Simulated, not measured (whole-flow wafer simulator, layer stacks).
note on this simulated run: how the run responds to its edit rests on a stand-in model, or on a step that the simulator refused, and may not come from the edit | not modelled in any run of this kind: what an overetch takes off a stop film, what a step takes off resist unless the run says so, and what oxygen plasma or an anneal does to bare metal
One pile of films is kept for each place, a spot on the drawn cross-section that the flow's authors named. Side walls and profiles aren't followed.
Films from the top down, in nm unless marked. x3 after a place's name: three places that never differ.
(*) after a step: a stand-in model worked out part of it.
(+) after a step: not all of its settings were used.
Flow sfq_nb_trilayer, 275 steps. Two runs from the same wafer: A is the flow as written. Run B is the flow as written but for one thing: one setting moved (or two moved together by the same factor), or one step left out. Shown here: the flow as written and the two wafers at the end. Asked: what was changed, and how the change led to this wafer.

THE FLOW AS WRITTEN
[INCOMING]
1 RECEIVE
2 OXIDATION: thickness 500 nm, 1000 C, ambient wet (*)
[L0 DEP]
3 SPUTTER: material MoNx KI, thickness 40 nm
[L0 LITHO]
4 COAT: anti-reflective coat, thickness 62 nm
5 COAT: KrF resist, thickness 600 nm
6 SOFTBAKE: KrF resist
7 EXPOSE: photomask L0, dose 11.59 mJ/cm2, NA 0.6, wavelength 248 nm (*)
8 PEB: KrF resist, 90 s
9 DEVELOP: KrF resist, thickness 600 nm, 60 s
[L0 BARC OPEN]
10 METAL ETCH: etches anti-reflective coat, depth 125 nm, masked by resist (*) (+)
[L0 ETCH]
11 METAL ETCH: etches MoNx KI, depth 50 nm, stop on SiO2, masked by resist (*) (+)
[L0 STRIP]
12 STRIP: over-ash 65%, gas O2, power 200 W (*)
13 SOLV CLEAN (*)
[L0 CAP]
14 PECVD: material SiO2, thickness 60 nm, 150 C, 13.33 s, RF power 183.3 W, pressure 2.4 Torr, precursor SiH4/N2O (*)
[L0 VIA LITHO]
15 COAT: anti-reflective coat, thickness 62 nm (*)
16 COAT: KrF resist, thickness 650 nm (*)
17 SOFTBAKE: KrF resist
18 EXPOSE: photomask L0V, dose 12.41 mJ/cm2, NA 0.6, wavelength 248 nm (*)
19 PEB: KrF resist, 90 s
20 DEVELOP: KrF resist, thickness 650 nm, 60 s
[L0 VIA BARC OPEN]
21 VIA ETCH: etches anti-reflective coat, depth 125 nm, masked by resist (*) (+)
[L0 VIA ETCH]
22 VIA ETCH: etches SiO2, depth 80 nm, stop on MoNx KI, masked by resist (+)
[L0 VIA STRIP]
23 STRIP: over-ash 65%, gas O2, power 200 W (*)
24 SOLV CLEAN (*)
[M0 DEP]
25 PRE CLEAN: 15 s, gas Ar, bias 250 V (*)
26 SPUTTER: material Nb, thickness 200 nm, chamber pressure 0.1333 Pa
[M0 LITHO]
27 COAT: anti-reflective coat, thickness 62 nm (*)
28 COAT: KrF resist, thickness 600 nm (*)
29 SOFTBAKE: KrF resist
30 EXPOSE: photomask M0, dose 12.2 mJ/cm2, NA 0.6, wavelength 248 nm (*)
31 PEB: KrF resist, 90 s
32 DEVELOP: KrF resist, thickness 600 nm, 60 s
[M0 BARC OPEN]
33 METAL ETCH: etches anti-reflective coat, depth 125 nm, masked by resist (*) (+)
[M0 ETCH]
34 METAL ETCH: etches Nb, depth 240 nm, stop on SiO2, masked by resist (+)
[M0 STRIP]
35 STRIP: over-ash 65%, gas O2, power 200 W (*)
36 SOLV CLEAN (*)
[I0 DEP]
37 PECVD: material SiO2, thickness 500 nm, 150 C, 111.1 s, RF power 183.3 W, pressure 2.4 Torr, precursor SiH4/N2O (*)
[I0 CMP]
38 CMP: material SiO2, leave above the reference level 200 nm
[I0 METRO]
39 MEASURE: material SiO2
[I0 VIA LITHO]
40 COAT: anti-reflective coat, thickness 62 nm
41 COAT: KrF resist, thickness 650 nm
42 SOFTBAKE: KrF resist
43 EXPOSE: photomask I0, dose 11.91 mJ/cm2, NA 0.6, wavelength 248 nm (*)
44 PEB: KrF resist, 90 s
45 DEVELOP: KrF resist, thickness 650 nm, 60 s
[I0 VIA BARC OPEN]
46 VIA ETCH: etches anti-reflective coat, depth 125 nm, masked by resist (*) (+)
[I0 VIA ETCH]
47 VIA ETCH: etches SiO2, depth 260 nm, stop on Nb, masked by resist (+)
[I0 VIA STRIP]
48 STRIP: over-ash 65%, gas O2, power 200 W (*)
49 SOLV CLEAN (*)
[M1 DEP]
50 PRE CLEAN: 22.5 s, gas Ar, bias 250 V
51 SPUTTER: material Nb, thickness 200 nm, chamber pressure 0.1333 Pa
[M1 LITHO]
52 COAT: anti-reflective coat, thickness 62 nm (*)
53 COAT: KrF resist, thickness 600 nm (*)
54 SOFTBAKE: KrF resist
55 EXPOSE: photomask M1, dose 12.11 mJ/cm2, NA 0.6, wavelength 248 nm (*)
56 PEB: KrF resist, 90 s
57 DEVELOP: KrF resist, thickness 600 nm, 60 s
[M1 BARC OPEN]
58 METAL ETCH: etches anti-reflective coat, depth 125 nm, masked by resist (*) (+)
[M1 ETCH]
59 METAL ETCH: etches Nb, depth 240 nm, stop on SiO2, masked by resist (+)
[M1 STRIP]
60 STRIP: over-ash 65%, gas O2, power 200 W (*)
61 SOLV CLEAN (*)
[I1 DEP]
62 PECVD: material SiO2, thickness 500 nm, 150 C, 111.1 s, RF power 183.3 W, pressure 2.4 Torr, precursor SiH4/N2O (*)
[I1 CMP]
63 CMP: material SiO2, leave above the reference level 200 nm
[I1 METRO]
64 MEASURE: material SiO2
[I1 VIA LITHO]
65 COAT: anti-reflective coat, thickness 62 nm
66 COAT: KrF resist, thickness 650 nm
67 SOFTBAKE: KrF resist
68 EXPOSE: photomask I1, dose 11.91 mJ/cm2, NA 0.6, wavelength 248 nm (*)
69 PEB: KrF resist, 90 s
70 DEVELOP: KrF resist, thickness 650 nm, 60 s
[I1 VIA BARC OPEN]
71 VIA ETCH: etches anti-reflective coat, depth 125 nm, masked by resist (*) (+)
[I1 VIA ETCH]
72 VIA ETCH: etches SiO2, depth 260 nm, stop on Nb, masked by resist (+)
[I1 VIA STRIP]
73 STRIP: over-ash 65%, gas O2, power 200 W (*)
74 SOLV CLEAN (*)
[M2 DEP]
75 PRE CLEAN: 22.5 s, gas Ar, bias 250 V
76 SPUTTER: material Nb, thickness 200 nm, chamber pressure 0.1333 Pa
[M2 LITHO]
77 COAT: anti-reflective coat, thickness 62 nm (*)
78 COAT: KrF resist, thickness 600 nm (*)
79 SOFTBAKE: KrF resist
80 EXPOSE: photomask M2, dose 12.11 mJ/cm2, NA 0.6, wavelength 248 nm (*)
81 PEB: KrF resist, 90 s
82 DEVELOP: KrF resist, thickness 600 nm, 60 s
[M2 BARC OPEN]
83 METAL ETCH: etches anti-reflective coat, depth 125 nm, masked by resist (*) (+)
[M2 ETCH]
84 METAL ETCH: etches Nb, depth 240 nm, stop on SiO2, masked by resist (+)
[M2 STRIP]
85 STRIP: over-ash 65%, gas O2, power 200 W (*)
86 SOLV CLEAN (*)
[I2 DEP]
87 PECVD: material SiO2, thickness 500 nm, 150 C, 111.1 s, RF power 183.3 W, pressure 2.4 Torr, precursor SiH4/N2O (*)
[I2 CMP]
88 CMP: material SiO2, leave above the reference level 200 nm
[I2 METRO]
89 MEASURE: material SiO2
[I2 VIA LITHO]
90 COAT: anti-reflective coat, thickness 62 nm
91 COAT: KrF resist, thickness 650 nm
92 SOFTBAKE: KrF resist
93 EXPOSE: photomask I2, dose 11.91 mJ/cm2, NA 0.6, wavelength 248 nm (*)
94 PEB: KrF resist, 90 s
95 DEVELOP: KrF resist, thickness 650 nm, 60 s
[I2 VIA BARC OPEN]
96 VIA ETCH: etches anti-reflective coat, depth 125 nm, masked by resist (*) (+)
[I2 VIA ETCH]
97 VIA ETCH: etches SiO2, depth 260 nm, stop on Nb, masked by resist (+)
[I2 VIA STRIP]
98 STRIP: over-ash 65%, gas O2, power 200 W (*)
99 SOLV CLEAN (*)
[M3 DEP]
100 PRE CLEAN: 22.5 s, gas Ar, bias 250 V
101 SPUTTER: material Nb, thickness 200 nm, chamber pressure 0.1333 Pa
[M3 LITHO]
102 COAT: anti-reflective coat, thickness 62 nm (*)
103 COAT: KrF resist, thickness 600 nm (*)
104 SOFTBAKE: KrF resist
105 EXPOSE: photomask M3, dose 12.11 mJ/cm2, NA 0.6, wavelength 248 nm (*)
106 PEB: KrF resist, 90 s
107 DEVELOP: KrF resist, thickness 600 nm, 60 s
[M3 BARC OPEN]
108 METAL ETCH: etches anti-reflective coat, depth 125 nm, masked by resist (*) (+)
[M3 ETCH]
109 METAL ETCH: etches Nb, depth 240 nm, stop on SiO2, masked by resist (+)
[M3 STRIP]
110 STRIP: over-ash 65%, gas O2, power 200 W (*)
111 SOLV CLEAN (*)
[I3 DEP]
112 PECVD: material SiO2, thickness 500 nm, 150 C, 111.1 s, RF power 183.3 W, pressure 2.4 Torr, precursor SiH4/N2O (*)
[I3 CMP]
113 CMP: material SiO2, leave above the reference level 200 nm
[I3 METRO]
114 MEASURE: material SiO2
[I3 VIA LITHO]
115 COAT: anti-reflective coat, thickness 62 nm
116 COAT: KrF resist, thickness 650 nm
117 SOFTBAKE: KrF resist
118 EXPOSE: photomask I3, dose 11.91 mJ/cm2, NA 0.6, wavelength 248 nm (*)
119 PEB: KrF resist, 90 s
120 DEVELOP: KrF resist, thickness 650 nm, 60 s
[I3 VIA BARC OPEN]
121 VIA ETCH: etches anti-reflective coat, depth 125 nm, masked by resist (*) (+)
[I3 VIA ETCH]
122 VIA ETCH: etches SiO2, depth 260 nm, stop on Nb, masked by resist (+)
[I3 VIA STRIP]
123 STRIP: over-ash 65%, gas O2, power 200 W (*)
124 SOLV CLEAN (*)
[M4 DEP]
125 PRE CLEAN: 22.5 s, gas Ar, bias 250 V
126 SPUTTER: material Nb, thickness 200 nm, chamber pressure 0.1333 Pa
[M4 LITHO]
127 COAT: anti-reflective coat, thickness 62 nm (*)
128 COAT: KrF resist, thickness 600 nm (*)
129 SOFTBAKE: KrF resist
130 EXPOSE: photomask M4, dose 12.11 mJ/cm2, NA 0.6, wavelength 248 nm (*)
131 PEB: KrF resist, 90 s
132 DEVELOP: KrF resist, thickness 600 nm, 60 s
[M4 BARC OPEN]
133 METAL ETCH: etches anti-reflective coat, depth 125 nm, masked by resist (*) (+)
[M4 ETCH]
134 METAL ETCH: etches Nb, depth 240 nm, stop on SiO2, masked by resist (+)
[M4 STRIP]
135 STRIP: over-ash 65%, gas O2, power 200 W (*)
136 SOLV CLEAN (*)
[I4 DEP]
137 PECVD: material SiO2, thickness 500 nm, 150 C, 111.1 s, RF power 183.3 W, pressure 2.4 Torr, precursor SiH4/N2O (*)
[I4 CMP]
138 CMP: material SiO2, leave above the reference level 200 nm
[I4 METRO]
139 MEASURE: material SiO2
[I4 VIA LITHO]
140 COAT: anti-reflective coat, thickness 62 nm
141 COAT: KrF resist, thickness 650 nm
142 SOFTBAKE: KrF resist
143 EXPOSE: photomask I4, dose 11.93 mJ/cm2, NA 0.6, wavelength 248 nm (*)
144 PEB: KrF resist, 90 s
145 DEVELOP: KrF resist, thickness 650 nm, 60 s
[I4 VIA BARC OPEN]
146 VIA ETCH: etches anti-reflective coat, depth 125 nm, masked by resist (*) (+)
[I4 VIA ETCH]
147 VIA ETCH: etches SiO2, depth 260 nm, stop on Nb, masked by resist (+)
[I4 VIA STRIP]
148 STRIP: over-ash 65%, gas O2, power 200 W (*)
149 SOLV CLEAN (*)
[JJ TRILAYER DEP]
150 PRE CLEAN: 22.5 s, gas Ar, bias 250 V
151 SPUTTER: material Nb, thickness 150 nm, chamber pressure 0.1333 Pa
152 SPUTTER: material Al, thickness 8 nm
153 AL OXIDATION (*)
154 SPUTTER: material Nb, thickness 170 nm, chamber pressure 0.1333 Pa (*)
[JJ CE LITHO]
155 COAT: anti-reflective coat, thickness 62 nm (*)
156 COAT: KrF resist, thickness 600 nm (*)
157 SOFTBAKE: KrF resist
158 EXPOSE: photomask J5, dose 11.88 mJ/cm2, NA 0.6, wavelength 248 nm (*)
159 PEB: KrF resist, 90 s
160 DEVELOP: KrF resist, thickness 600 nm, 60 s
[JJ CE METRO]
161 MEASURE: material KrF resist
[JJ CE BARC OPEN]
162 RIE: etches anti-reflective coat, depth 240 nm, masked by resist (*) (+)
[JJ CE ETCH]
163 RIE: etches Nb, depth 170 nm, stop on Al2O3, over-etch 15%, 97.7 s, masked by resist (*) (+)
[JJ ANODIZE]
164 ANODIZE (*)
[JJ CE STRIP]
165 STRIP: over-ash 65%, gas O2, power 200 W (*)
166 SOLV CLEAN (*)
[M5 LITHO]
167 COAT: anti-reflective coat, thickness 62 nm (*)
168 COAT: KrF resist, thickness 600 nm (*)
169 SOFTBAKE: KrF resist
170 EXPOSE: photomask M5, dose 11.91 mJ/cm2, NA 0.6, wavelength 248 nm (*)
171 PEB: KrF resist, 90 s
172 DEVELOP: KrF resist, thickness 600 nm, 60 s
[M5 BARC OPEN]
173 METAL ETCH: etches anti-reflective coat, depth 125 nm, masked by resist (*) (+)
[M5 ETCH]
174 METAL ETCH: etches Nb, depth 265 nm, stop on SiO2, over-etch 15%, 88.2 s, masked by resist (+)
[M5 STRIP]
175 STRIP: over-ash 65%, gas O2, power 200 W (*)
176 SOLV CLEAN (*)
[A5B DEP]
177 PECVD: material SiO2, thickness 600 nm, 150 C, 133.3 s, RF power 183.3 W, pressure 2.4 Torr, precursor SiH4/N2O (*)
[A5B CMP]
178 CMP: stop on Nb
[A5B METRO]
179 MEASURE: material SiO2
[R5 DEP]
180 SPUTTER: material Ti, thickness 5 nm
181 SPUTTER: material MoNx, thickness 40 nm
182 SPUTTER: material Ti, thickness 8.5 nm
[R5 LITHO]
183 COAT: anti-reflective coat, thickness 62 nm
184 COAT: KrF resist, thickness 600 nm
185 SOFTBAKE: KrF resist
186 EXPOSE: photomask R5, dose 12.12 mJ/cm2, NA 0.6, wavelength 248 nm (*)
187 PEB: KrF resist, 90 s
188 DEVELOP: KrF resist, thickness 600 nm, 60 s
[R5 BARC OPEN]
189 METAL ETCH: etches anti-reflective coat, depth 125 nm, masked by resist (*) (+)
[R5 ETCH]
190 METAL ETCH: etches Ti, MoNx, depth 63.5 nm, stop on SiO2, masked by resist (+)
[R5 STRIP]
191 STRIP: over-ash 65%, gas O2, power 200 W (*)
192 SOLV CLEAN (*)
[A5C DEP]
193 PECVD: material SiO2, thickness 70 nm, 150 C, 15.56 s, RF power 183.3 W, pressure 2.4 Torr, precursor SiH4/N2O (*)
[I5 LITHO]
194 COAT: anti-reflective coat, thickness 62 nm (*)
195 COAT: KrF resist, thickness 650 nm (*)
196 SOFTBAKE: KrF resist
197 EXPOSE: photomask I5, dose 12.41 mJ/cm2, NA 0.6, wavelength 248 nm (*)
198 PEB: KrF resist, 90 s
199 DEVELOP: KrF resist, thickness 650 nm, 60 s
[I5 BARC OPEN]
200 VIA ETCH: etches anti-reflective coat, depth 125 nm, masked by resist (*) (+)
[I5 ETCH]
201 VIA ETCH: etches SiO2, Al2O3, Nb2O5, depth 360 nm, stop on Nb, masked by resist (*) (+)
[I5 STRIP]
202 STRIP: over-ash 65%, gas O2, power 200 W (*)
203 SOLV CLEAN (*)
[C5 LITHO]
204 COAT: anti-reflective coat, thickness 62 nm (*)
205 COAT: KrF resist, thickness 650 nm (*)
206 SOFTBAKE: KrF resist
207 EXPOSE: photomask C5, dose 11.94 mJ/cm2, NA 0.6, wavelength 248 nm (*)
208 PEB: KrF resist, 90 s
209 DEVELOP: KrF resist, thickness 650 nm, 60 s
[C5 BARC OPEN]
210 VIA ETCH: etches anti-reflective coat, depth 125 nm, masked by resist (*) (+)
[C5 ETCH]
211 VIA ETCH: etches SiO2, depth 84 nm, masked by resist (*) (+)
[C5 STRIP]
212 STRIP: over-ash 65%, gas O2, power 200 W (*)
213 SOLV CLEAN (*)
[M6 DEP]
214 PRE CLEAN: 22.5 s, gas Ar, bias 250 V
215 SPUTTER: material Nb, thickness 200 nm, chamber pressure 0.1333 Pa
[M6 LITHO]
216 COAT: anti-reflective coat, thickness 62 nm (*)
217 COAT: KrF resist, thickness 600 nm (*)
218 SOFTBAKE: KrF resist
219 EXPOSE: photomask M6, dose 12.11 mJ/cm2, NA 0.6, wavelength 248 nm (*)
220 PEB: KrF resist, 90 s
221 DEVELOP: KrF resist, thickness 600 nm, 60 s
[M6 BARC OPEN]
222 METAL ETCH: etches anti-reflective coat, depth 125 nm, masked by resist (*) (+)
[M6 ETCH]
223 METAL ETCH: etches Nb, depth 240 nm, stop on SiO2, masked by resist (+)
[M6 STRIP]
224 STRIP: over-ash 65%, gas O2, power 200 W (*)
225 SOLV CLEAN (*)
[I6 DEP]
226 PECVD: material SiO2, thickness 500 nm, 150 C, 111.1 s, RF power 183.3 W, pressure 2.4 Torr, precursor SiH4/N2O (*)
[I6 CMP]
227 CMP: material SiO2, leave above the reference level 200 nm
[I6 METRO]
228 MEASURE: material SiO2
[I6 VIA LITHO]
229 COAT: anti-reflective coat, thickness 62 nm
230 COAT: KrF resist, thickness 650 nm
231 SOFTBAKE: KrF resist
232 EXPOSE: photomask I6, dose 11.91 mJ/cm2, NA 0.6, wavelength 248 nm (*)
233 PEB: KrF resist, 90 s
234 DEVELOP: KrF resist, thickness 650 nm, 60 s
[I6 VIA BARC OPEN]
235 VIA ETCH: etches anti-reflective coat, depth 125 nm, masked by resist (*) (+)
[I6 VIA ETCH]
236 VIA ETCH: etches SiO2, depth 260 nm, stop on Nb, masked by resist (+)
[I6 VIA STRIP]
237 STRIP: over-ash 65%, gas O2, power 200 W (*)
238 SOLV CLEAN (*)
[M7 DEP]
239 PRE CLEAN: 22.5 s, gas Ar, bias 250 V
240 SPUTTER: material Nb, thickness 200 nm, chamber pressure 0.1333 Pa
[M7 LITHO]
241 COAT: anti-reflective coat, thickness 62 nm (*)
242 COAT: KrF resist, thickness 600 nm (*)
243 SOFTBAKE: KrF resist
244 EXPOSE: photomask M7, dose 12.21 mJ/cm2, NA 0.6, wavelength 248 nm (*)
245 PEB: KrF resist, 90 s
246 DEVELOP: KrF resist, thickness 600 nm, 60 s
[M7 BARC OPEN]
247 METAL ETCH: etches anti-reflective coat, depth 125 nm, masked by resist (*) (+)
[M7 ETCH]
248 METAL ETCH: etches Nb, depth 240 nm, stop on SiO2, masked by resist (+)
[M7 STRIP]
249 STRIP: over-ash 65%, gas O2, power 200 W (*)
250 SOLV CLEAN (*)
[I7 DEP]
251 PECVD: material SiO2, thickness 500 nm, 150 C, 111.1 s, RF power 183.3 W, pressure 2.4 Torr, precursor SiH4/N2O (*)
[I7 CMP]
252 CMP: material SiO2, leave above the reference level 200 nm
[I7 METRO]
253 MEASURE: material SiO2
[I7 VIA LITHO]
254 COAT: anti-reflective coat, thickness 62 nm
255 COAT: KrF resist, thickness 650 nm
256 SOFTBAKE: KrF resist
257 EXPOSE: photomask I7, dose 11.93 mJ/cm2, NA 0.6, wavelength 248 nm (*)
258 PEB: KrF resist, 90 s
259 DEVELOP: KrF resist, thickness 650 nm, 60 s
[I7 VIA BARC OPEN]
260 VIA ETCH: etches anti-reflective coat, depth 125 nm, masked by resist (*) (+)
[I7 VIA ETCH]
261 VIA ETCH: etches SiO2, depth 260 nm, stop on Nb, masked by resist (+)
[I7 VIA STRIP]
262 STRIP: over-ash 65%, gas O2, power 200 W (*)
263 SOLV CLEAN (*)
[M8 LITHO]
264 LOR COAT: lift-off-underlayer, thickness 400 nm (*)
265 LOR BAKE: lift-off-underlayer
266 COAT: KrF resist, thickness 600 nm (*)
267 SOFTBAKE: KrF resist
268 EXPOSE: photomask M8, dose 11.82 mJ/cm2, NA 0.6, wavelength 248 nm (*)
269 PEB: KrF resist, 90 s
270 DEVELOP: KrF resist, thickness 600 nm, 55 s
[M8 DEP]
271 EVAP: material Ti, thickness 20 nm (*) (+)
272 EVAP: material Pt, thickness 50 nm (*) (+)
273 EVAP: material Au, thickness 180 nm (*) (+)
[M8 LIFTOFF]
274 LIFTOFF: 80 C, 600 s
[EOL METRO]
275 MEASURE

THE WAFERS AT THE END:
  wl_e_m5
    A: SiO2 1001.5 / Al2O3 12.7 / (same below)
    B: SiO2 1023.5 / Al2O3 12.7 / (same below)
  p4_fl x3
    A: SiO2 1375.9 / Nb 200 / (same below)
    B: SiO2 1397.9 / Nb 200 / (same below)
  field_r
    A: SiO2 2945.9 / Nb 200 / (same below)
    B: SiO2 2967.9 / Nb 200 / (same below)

The cause: step 215, SPUTTER: thickness 222 nm was run, where the flow has thickness 200 nm.

How the change led to this, step by step:
  215 SPUTTER: material Nb, thickness 200 nm, chamber pressure 0.1333 Pa
      field_l, v_sur, via_wl and 100 more: A Nb +200 (new film) | B Nb +222 (new film)
      be: A Nb +147.3 | B Nb +163.3
      (and at 2 more places)
  223 METAL ETCH: etches Nb, depth 240 nm, stop on SiO2, masked by resist (+)
      field_l, gap, moat and 76 more: A Nb -200 (all of it) | B Nb -222 (all of it)
  226 PECVD: material SiO2, thickness 500 nm, 150 C, 111.1 s, RF power 183.3 W, pressure 2.4 Torr, precursor SiH4/N2O (*)
      gap, wl_a_sl, m6r_space_l x2: A SiO2 +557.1 | B SiO2 +579.1
  227 CMP: material SiO2, leave above the reference level 200 nm
      field_l, p4_fl x3, p4_w1 x9 and 49 more: A SiO2 -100 | B SiO2 -78
      moat, field_r, lsp_l, ln_m5, lsp_m: A SiO2 -93.6 | B SiO2 -70.9
      (and at 8 more places)
